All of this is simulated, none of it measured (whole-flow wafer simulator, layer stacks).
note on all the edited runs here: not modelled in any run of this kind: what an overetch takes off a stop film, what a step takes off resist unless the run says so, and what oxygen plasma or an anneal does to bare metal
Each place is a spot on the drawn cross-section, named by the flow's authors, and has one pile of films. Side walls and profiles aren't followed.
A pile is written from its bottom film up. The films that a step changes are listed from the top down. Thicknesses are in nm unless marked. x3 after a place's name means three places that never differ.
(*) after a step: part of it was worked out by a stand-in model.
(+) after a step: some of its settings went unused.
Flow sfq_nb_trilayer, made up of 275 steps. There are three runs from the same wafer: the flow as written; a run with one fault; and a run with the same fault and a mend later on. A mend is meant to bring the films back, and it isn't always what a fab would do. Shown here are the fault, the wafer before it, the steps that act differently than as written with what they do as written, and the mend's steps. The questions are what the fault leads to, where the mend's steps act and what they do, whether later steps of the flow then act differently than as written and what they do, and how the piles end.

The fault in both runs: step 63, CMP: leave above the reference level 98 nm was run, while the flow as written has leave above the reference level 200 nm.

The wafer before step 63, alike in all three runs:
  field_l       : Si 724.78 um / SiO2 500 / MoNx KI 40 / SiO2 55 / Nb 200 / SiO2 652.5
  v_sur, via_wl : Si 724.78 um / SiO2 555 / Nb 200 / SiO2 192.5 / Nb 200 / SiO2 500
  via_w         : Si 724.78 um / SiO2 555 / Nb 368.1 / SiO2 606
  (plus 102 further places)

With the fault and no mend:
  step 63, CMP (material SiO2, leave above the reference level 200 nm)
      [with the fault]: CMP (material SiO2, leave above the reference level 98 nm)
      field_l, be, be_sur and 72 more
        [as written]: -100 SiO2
        [with the fault]: -202 SiO2
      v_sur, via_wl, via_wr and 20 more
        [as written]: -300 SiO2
        [with the fault]: -402 SiO2
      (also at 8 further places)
  Steps later in the flow that act otherwise than as written (not shown: 3 more steps that differ only slightly, by at most 2% or 0.5 nm, whichever is larger):
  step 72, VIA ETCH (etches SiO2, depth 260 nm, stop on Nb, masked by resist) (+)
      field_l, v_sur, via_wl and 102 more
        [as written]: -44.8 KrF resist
        [with the fault]: -25.3 KrF resist
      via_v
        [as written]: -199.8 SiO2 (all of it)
        [with the fault]: -97.8 SiO2 (all of it)
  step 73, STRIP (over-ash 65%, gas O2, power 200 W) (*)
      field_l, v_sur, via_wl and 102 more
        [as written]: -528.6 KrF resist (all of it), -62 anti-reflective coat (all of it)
        [with the fault]: -548.1 KrF resist (all of it), -62 anti-reflective coat (all of it)
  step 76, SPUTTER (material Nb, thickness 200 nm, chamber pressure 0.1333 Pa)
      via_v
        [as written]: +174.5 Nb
        [with the fault]: +194.7 Nb
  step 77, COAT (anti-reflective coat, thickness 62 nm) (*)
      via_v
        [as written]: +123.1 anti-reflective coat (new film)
        [with the fault]: +101.6 anti-reflective coat (new film)
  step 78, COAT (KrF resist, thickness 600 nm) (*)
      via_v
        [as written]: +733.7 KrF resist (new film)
        [with the fault]: +648.8 KrF resist (new film)
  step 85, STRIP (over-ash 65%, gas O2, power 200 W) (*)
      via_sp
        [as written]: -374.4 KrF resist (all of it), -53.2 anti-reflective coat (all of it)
        [with the fault]: -382.6 KrF resist (all of it), -53.1 anti-reflective coat (all of it)
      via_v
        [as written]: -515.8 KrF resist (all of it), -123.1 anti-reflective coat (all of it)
        [with the fault]: -431.1 KrF resist (all of it), -101.6 anti-reflective coat (all of it)
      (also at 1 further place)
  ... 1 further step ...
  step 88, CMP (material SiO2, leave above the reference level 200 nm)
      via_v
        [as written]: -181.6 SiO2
        [with the fault]: -197.8 SiO2
  The piles end different from the flow's at field_l, v_sur, via_wl and 103 more by more than 2% or 0.5 nm, whichever is larger.
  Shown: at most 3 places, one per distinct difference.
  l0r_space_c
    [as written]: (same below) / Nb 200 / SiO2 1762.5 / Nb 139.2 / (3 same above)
    [with the fault]: (same below) / Nb 200 / SiO2 1660.5 / Nb 139.2 / (3 same above)
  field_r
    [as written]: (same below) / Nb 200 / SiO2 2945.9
    [with the fault]: (same below) / Nb 200 / SiO2 2843.9
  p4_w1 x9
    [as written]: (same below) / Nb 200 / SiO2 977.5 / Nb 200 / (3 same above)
    [with the fault]: (same below) / Nb 200 / SiO2 875.5 / Nb 200 / (3 same above)

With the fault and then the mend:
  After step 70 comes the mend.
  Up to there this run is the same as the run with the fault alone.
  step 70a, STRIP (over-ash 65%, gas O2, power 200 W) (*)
      field_l, v_sur, via_wl and 102 more
        -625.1 KrF resist (all of it), -62 anti-reflective coat (all of it)
      via_v
        -62 anti-reflective coat (all of it)
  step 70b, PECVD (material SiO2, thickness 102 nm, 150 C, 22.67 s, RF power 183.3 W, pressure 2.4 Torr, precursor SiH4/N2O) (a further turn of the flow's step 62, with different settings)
      field_l, v_sur, via_wl and 103 more
        +102 SiO2
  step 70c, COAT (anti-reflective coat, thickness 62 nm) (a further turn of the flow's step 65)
      field_l, v_sur, via_wl and 103 more
        +62 anti-reflective coat (new film)
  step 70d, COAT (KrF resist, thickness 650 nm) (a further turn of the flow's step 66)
      field_l, v_sur, via_wl and 103 more
        +650 KrF resist (new film)
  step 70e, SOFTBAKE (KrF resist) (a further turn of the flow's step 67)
      does not change any film at any place that is followed
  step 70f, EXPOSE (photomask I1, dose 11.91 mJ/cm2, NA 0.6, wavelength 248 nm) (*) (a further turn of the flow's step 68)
      does not change any film at any place that is followed
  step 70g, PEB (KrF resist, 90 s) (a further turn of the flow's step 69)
      field_l, v_sur, via_wl and 103 more
        -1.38 KrF resist
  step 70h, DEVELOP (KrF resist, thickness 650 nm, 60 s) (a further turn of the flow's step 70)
      field_l, v_sur, via_wl and 102 more
        -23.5 KrF resist
      via_v
        -648.6 KrF resist (all of it)
  Later steps of the flow that are run all act as written at every place that is followed, up to a difference of at most 2% or 0.5 nm, whichever is larger.
  The piles end the same as the flow's at every place that both follow.
